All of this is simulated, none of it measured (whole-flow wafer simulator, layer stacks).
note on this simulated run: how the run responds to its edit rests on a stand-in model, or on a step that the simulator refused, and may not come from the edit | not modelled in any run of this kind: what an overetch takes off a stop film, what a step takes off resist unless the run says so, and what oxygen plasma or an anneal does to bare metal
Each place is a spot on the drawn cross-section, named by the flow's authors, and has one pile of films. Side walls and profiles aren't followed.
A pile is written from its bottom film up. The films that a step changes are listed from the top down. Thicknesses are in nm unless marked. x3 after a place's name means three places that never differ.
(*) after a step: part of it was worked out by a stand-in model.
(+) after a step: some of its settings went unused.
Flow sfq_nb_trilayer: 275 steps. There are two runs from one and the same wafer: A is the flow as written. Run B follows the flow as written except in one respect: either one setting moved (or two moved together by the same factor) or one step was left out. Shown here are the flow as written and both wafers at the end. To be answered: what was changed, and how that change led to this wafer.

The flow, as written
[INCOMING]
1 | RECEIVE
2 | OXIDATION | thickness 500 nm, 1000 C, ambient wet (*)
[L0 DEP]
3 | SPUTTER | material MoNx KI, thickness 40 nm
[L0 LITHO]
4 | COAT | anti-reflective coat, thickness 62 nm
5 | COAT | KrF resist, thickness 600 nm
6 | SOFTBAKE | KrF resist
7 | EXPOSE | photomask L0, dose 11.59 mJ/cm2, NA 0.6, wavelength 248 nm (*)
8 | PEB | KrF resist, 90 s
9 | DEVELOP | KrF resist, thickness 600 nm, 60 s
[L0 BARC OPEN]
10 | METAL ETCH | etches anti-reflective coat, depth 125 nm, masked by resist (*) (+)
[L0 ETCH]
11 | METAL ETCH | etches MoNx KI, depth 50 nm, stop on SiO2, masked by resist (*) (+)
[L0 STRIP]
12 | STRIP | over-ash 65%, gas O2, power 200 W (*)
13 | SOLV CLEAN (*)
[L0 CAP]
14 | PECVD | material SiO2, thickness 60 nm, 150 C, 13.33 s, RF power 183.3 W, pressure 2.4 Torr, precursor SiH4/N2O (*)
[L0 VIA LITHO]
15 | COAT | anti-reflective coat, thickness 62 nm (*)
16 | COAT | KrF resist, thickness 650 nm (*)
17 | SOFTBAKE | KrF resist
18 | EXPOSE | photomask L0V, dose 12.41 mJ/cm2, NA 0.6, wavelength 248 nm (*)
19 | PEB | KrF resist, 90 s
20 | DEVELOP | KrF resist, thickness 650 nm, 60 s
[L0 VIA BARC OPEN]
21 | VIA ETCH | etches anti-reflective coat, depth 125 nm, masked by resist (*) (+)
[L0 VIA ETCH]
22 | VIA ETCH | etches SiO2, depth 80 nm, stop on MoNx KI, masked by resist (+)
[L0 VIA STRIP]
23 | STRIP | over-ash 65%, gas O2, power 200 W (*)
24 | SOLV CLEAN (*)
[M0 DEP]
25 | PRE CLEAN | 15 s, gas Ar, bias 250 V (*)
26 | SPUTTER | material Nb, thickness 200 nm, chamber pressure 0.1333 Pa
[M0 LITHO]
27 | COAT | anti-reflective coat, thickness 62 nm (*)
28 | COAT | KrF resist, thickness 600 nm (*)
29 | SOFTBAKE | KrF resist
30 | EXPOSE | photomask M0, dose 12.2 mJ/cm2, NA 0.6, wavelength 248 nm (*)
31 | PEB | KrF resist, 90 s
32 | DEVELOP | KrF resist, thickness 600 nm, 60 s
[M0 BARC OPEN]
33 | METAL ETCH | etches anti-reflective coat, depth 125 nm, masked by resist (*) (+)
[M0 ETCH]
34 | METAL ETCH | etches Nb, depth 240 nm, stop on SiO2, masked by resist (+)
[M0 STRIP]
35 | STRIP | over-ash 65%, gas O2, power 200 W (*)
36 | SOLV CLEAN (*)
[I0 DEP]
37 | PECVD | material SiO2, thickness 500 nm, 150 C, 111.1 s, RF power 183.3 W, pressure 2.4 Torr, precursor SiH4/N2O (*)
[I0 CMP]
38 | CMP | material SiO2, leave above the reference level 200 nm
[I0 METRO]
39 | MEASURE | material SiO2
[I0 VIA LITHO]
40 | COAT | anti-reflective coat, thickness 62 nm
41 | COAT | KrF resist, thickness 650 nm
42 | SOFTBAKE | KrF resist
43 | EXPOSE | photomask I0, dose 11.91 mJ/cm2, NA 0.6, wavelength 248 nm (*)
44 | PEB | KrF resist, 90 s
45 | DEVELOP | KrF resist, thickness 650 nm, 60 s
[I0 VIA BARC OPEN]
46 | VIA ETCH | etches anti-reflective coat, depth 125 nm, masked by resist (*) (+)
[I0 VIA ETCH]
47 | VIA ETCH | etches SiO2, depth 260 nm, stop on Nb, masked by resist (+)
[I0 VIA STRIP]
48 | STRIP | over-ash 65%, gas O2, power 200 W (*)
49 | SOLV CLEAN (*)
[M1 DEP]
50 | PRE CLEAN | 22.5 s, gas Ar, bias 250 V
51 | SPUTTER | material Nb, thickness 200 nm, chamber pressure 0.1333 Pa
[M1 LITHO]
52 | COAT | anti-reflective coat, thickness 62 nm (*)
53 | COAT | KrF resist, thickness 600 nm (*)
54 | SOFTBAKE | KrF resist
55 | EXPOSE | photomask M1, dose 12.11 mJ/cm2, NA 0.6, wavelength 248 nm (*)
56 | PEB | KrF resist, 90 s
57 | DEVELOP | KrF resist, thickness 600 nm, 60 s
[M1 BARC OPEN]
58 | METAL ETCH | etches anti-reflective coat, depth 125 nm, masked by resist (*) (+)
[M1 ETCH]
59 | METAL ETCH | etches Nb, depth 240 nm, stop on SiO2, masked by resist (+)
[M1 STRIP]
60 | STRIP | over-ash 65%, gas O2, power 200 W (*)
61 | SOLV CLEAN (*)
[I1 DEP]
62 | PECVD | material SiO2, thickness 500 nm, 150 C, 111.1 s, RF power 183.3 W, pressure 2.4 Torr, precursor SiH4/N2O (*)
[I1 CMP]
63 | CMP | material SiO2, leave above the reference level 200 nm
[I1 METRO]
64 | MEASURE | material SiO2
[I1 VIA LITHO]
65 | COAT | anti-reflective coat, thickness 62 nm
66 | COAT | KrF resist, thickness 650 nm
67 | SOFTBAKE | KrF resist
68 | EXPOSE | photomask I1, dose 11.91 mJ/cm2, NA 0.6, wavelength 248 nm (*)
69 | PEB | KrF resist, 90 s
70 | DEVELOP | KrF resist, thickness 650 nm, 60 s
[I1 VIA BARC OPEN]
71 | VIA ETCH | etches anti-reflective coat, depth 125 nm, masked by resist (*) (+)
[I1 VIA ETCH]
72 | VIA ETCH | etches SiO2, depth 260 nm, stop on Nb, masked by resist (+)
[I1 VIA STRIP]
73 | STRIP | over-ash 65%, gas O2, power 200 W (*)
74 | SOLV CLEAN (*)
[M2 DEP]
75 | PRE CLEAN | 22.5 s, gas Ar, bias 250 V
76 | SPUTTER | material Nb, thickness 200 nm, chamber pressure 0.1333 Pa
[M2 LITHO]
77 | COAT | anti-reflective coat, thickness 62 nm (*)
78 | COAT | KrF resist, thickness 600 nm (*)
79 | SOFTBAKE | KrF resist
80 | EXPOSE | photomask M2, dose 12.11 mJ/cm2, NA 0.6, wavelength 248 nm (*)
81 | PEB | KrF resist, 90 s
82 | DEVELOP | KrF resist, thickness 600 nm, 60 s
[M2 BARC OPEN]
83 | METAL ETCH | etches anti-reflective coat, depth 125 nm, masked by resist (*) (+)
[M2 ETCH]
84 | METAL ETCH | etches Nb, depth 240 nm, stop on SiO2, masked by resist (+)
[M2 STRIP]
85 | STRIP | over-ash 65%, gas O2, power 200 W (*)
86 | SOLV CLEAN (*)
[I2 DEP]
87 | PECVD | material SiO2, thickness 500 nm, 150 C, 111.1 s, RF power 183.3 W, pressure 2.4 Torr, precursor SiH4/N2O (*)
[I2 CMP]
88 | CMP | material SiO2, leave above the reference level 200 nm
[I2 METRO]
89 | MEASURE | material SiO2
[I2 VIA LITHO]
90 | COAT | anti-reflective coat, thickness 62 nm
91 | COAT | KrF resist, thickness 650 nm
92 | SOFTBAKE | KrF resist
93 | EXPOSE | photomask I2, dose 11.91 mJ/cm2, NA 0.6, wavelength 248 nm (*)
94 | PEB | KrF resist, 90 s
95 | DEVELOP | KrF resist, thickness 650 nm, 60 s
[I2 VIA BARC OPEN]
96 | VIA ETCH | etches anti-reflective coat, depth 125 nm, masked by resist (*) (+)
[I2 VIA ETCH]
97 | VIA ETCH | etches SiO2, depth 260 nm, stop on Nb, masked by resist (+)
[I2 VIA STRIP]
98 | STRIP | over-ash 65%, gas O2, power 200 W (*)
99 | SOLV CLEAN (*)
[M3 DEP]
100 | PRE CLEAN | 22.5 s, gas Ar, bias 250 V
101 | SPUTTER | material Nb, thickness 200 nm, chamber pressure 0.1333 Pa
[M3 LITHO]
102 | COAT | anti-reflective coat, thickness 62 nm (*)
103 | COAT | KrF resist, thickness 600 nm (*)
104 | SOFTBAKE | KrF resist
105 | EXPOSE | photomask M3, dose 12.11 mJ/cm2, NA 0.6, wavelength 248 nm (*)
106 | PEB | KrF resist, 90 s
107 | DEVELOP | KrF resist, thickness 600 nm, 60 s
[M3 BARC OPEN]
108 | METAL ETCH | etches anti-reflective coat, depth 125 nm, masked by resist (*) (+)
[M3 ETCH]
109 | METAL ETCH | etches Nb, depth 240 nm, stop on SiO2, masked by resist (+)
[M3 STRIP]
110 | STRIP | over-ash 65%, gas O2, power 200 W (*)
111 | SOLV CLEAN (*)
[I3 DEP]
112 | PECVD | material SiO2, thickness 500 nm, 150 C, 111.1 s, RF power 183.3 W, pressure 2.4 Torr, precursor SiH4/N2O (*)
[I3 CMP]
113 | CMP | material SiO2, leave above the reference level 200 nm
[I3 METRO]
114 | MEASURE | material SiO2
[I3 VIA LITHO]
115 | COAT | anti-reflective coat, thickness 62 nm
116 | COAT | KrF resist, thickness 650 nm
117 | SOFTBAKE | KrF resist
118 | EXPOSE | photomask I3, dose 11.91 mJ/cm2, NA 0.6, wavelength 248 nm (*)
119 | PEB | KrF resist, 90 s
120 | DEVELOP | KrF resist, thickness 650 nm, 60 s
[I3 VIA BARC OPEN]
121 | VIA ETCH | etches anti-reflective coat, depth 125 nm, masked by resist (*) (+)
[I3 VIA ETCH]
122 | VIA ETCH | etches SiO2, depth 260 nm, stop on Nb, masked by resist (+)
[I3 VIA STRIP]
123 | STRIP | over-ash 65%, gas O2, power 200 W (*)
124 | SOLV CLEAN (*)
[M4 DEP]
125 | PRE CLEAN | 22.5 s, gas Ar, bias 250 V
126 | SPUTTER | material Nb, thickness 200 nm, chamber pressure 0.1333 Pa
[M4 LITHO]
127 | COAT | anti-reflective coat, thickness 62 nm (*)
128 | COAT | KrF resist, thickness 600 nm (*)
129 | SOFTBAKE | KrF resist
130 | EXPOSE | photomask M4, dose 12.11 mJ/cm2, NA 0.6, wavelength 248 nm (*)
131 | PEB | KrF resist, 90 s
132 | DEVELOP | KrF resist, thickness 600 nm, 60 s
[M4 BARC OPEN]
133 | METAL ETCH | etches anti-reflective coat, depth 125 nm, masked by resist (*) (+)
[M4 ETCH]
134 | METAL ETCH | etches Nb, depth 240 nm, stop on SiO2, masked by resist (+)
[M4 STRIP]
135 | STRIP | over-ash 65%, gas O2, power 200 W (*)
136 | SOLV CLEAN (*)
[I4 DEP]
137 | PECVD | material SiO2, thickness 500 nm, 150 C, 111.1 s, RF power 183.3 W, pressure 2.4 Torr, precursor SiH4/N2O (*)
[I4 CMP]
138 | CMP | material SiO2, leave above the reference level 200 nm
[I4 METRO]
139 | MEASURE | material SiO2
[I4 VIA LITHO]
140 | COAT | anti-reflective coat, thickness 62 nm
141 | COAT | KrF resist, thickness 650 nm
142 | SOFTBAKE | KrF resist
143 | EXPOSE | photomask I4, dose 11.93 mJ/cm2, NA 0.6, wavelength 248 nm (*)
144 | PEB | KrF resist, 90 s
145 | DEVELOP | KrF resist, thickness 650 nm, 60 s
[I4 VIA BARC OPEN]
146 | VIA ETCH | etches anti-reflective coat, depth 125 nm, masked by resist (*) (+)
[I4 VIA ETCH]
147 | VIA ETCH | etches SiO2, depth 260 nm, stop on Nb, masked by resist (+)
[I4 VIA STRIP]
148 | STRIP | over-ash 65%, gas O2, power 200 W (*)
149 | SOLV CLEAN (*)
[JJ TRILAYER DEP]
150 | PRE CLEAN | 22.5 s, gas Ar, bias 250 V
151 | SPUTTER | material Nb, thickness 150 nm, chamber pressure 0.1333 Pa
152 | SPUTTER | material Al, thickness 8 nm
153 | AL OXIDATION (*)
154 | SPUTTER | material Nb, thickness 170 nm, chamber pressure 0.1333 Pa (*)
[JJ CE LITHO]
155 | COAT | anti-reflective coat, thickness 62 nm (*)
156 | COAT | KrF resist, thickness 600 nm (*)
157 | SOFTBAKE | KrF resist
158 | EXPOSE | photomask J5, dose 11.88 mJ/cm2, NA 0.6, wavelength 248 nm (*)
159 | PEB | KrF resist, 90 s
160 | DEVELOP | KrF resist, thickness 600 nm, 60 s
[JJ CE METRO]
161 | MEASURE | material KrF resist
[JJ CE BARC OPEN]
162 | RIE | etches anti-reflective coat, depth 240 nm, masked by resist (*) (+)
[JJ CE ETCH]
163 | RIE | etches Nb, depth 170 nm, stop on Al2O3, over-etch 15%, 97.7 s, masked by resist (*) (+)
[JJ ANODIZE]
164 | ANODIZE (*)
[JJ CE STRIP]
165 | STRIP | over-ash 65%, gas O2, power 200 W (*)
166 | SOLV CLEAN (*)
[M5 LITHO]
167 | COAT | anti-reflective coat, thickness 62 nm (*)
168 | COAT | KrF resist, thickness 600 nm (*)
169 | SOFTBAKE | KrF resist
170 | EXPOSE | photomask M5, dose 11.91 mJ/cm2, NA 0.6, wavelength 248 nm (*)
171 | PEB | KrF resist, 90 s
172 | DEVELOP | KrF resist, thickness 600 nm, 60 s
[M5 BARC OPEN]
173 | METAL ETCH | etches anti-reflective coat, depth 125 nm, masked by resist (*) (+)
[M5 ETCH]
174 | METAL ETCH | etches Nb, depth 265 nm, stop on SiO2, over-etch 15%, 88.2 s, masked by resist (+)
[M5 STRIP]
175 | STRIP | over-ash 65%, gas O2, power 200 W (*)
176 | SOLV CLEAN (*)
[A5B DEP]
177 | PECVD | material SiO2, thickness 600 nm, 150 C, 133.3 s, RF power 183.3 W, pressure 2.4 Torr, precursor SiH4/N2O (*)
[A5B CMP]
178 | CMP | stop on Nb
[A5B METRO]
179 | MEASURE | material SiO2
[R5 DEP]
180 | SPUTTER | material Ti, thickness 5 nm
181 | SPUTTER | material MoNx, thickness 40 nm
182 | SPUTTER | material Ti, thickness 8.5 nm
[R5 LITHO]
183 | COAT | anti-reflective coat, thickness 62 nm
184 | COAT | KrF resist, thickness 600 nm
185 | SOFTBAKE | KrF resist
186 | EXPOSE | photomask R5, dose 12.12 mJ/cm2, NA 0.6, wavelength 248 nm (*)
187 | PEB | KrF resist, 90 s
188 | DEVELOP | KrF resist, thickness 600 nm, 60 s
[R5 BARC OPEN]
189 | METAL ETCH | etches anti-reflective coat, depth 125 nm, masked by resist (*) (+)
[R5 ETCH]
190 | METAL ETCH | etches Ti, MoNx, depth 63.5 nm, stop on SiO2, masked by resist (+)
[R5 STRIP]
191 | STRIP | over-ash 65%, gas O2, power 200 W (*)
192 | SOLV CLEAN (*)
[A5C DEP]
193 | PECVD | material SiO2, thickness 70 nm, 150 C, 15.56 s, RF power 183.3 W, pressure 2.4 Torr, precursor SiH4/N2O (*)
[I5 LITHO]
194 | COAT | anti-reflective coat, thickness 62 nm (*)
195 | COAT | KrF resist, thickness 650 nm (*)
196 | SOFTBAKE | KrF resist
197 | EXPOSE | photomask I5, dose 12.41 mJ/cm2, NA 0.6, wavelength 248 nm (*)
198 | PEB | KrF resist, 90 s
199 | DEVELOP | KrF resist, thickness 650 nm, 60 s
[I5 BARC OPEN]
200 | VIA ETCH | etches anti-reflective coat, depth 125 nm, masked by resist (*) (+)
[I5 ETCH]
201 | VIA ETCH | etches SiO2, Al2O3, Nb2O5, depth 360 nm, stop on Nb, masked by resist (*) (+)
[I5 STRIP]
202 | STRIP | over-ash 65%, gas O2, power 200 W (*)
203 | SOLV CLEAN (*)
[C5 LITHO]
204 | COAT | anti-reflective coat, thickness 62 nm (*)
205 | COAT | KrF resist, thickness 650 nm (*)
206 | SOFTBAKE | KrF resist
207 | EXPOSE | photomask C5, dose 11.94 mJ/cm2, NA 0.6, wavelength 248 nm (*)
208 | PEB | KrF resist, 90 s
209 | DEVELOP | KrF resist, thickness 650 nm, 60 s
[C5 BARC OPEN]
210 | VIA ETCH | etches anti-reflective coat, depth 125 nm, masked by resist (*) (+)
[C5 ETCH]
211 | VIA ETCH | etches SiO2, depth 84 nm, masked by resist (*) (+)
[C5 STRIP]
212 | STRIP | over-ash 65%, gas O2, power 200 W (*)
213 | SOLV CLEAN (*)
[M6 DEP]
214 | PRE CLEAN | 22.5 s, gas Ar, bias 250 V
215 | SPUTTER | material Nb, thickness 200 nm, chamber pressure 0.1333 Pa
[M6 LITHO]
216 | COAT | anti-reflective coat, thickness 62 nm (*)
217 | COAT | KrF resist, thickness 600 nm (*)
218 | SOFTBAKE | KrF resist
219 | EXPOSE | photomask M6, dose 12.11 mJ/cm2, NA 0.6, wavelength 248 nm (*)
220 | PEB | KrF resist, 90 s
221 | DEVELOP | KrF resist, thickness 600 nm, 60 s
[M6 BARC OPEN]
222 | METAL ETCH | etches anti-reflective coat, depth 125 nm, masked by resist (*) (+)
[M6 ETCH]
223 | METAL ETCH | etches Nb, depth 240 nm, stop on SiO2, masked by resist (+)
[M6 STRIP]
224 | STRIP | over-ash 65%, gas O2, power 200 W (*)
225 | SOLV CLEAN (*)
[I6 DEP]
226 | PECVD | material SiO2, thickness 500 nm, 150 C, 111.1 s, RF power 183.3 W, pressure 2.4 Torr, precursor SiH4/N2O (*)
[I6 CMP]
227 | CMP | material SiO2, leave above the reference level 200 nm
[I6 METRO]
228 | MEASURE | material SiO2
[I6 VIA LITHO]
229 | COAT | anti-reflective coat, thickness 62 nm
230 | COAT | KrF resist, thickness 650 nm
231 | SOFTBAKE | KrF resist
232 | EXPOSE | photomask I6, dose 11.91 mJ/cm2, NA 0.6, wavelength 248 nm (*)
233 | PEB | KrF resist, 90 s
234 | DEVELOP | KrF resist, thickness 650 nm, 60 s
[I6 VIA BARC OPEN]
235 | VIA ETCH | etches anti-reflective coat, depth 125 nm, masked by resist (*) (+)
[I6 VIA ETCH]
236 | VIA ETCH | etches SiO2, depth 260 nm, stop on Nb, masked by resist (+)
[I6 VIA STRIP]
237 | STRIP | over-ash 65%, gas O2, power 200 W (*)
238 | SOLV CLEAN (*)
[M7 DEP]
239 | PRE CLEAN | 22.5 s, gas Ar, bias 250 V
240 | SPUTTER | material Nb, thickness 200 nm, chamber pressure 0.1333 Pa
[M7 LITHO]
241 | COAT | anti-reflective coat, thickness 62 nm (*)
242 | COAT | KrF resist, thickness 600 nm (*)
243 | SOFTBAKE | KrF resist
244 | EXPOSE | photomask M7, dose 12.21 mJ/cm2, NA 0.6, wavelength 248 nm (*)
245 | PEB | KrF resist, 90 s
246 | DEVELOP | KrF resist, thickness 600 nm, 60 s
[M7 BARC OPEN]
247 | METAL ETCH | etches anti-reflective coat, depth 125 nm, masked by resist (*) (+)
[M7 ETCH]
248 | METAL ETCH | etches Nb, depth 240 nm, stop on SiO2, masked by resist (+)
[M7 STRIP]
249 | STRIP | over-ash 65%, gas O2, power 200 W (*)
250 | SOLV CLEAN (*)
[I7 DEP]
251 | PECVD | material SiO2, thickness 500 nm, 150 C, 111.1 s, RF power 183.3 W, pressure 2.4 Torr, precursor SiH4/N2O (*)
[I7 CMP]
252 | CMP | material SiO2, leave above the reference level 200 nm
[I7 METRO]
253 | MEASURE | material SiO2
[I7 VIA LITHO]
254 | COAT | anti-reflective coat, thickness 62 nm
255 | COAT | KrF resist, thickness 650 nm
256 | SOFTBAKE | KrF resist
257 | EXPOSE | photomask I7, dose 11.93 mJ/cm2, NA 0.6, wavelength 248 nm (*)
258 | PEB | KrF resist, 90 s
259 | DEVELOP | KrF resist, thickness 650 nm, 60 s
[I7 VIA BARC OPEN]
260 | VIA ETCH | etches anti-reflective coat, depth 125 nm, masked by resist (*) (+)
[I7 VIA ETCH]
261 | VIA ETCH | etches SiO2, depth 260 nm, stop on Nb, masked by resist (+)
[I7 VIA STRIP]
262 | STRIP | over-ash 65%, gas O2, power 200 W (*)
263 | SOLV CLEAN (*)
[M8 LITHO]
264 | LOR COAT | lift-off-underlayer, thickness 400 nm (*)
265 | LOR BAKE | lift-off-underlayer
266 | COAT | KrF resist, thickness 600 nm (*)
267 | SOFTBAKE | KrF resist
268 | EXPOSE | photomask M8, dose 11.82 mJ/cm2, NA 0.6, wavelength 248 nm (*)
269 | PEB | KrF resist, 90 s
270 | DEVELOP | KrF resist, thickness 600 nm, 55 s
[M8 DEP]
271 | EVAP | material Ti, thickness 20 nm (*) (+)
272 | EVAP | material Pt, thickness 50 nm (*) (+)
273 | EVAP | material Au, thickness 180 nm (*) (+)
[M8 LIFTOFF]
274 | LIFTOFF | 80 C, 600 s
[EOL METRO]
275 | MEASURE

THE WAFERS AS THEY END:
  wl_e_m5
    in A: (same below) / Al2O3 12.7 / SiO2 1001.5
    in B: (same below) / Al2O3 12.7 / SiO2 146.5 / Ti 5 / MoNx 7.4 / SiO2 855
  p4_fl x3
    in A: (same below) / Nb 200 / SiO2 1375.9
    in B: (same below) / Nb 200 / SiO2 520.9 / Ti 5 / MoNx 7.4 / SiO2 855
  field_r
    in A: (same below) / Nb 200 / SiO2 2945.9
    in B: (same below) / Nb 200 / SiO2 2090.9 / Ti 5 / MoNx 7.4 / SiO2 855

The reason: step 181, SPUTTER: thickness 62.4 nm was run, whereas the flow has thickness 40 nm.

How this came from the change, step by step:
  181 | SPUTTER | material MoNx, thickness 40 nm
      field_l, v_sur, via_wl and 103 more: A MoNx gains 40 (new film) | B MoNx gains 62.4 (new film)
  190 | METAL ETCH | etches Ti, MoNx, depth 63.5 nm, stop on SiO2, masked by resist (+)
      field_l, v_sur, via_wl and 92 more: A Ti loses 8.5 (all of it), MoNx loses 40 (all of it), Ti loses 5 (all of it) | B Ti loses 8.5 (all of it), MoNx loses 55
      ce_l, c5j, ce_r, wl_jj: A Ti loses 8.5 (all of it), MoNx loses 40 (all of it), Ti loses 5 (all of it), Nb loses 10 | B Ti loses 8.5 (all of it), MoNx loses 55
  193 | PECVD | material SiO2, thickness 70 nm, 150 C, 15.56 s, RF power 183.3 W, pressure 2.4 Torr, precursor SiH4/N2O (*)
      field_l, v_sur, via_wl and 92 more: A SiO2 gains 70 | B SiO2 gains 70 (new film)
  194 | COAT | anti-reflective coat, thickness 62 nm (*)
      wl_j_sl, wl_j_sr: A anti-reflective coat gains 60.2 (new film) | B anti-reflective coat gains 62 (new film)
      r5r_spacepad_l, r5r_spacepad_r: A anti-reflective coat gains 84.4 (new film) | B anti-reflective coat gains 88.7 (new film)
      (also at 12 further places)
  201 | VIA ETCH | etches SiO2, Al2O3, Nb2O5, depth 360 nm, stop on Nb, masked by resist (*) (+)
      be: A SiO2 loses 216.4 (all of it), Al2O3 loses 12.7 (all of it), Nb2O5 loses 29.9 (all of it) | B SiO2 loses 69.8 (all of it), MoNx loses 7.4 (all of it), Ti loses 5 (all of it), SiO2 loses 146.5 (all of it), Al2O3 loses 12.7 (all of it), Nb2O5 loses 29.9 (all of it)
  202 | STRIP | over-ash 65%, gas O2, power 200 W (*)
      wl_j_sl, wl_j_sr: A KrF resist loses 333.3 (all of it), anti-reflective coat loses 60.2 (all of it) | B KrF resist loses 333 (all of it), anti-reflective coat loses 62 (all of it)
      r5r_spacepad_l, r5r_spacepad_r: A KrF resist loses 335.6 (all of it), anti-reflective coat loses 84.4 (all of it) | B KrF resist loses 336 (all of it), anti-reflective coat loses 88.7 (all of it)
      (also at 12 further places)
  204 | COAT | anti-reflective coat, thickness 62 nm (*)
      wl_j_sl, wl_j_sr: A anti-reflective coat gains 60.2 (new film) | B anti-reflective coat gains 62 (new film)
      r5r_spacepad_l, r5r_spacepad_r: A anti-reflective coat gains 84.4 (new film) | B anti-reflective coat gains 88.7 (new film)
      (also at 12 further places)
  210 | VIA ETCH | etches anti-reflective coat, depth 125 nm, masked by resist (*) (+)
      c5j: A anti-reflective coat loses 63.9 (all of it), SiO2 loses 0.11 | B anti-reflective coat loses 61.2 (all of it), SiO2 loses 0.11
  211 | VIA ETCH | etches SiO2, depth 84 nm, masked by resist (*) (+)
      c5j: A SiO2 loses 69.9 (all of it), Nb loses 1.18 | B SiO2 loses 69.9 (all of it)
  212 | STRIP | over-ash 65%, gas O2, power 200 W (*)
      wl_j_sl, wl_j_sr: A KrF resist loses 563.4 (all of it), anti-reflective coat loses 60.2 (all of it) | B KrF resist loses 564 (all of it), anti-reflective coat loses 62 (all of it)
      r5r_spacepad_l, r5r_spacepad_r: A KrF resist loses 565.8 (all of it), anti-reflective coat loses 84.4 (all of it) | B KrF resist loses 566.9 (all of it), anti-reflective coat loses 88.7 (all of it)
      (also at 11 further places)
  214 | PRE CLEAN | 22.5 s, gas Ar, bias 250 V
      c5j: A Nb loses 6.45 | B MoNx loses 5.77
  215 | SPUTTER | material Nb, thickness 200 nm, chamber pressure 0.1333 Pa
      c5j: A Nb gains 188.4 | B Nb gains 189.1 (new film)
  216 | COAT | anti-reflective coat, thickness 62 nm (*)
      r5r_line_l, r5r_line_c, r5r_line_r: A anti-reflective coat gains 50 (new film) | B anti-reflective coat gains 48.6 (new film)
      wl_j_sl, wl_j_sr: A anti-reflective coat gains 60.2 (new film) | B anti-reflective coat gains 62 (new film)
      (also at 13 further places)
  222 | METAL ETCH | etches anti-reflective coat, depth 125 nm, masked by resist (*) (+)
      r5r_line_l, r5r_line_c, r5r_line_r: A anti-reflective coat loses 50 (all of it) | B anti-reflective coat loses 48.6 (all of it)
      r5r_spacepad_l, r5r_spacepad_r: A anti-reflective coat loses 85.7 (all of it) | B anti-reflective coat loses 90.7 (all of it)
      (also at 1 further place)
  224 | STRIP | over-ash 65%, gas O2, power 200 W (*)
      wl_j_sl, wl_j_sr: A KrF resist loses 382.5 (all of it), anti-reflective coat loses 60.2 (all of it) | B KrF resist loses 382.4 (all of it), anti-reflective coat loses 62 (all of it)
      be_sur: A KrF resist loses 371.2 (all of it), anti-reflective coat loses 43.8 (all of it) | B KrF resist loses 371.4 (all of it), anti-reflective coat loses 42.9 (all of it)
      (also at 9 further places)
  226 | PECVD | material SiO2, thickness 500 nm, 150 C, 111.1 s, RF power 183.3 W, pressure 2.4 Torr, precursor SiH4/N2O (*)
      be: A SiO2 gains 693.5 (new film) | B SiO2 gains 708.7 (new film)
  227 | CMP | material SiO2, leave above the reference level 200 nm
      r5r_line_l, r5r_spacepad_l, r5r_spacepad_r, r5r_line_c, r5r_line_r: A SiO2 loses 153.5 | B SiO2 loses 163.5
      ce_l, ce_r, wl_jj: A SiO2 loses 290 | B SiO2 loses 300
      (also at 5 further places)
With metal films that touch counted as one body, wl_e_m5 has 7 bodies (between them, from the top down: SiO2 146.5 / Al2O3 12.7 / Nb2O5 29.9; SiO2 192.5; SiO2 192.5; SiO2 192.5; SiO2 192.5; SiO2 192.5); the flow as written gives 6 bodies (between them, from the top down: SiO2 192.5; SiO2 192.5; SiO2 192.5; SiO2 192.5; SiO2 192.5).
With metal films that touch counted as one body, p4_fl x3 has 3 bodies (between them, from the top down: SiO2 520.9; SiO2 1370); the flow as written gives 2 bodies (between them, from the top down: SiO2 1370).
With metal films that touch counted as one body, field_r has 2 bodies (between them, from the top down: SiO2 2090.9); the flow as written gives 1 body.
